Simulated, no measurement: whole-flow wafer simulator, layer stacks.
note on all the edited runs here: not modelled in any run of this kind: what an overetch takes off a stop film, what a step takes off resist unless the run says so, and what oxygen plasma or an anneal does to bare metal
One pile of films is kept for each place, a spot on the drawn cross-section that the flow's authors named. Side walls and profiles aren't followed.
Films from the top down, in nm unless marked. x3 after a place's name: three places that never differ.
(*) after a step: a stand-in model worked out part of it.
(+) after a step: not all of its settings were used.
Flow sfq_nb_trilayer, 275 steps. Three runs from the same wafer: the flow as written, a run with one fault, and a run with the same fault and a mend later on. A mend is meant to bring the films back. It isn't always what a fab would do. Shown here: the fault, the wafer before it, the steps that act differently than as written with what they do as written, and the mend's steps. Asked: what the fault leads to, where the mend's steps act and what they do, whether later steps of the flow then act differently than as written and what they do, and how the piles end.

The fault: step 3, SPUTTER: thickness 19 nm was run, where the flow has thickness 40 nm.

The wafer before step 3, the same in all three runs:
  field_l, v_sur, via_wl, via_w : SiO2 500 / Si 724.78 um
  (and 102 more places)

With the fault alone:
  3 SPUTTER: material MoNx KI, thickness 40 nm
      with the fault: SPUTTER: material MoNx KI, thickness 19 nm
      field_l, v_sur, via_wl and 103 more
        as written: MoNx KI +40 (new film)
        with the fault: MoNx KI +19 (new film)
  Later steps of the flow that act differently than as written (8 more steps differ only slightly, by at most 2% or 0.5 nm, whichever is larger, and aren't shown):
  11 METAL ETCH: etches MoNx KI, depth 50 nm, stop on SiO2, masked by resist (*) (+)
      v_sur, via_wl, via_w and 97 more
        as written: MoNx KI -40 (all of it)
        with the fault: MoNx KI -19 (all of it)
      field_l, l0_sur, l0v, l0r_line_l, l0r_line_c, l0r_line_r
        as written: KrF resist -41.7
        with the fault: KrF resist -23.8
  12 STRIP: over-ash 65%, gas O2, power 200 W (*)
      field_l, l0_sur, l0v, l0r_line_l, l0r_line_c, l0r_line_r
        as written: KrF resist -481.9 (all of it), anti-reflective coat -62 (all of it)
        with the fault: KrF resist -499.8 (all of it), anti-reflective coat -62 (all of it)
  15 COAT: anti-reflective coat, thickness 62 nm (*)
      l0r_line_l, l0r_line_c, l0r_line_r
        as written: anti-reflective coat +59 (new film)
        with the fault: anti-reflective coat +60.4 (new film)
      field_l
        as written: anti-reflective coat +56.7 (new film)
        with the fault: anti-reflective coat +59.2 (new film)
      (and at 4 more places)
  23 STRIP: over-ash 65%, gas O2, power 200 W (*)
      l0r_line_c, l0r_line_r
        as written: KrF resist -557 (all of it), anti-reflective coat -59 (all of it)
        with the fault: KrF resist -558.5 (all of it), anti-reflective coat -60.4 (all of it)
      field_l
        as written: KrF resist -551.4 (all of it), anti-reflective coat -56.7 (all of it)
        with the fault: KrF resist -555.9 (all of it), anti-reflective coat -59.2 (all of it)
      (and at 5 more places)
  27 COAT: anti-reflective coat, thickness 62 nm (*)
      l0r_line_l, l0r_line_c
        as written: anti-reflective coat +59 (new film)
        with the fault: anti-reflective coat +60.4 (new film)
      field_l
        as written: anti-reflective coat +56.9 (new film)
        with the fault: anti-reflective coat +59.4 (new film)
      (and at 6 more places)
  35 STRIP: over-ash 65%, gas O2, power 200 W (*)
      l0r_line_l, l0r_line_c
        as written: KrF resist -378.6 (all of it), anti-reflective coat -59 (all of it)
        with the fault: KrF resist -380.6 (all of it), anti-reflective coat -60.4 (all of it)
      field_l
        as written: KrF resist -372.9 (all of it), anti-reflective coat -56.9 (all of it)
        with the fault: KrF resist -377.9 (all of it), anti-reflective coat -59.4 (all of it)
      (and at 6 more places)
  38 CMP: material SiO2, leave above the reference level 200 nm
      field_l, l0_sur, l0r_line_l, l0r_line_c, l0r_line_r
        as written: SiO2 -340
        with the fault: SiO2 -319
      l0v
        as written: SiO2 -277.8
        with the fault: SiO2 -256.8
  At the end the piles differ from the flow's by more than 2% or 0.5 nm, whichever is larger, at field_l, l0_sur, l0v, l0r_line_l, l0r_line_c, l0r_line_r.
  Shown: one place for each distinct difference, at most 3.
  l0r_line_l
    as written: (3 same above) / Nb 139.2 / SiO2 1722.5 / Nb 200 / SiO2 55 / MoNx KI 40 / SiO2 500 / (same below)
    with the fault: (3 same above) / Nb 139.2 / SiO2 1743.5 / Nb 200 / SiO2 55 / MoNx KI 19 / SiO2 500 / (same below)
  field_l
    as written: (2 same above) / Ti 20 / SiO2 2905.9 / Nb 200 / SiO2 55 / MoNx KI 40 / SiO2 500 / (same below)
    with the fault: (2 same above) / Ti 20 / SiO2 2926.9 / Nb 200 / SiO2 55 / MoNx KI 19 / SiO2 500 / (same below)
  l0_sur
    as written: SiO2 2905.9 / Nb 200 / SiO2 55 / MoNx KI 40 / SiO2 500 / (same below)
    with the fault: SiO2 2926.9 / Nb 200 / SiO2 55 / MoNx KI 19 / SiO2 500 / (same below)

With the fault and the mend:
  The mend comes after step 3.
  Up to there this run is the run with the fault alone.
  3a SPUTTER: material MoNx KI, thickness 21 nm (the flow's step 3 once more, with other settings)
      field_l, v_sur, via_wl and 103 more
        MoNx KI +21
  No later step of the flow acts differently than as written at any place that is followed.
  At the end the piles are the same as the flow's at every place that both follow.
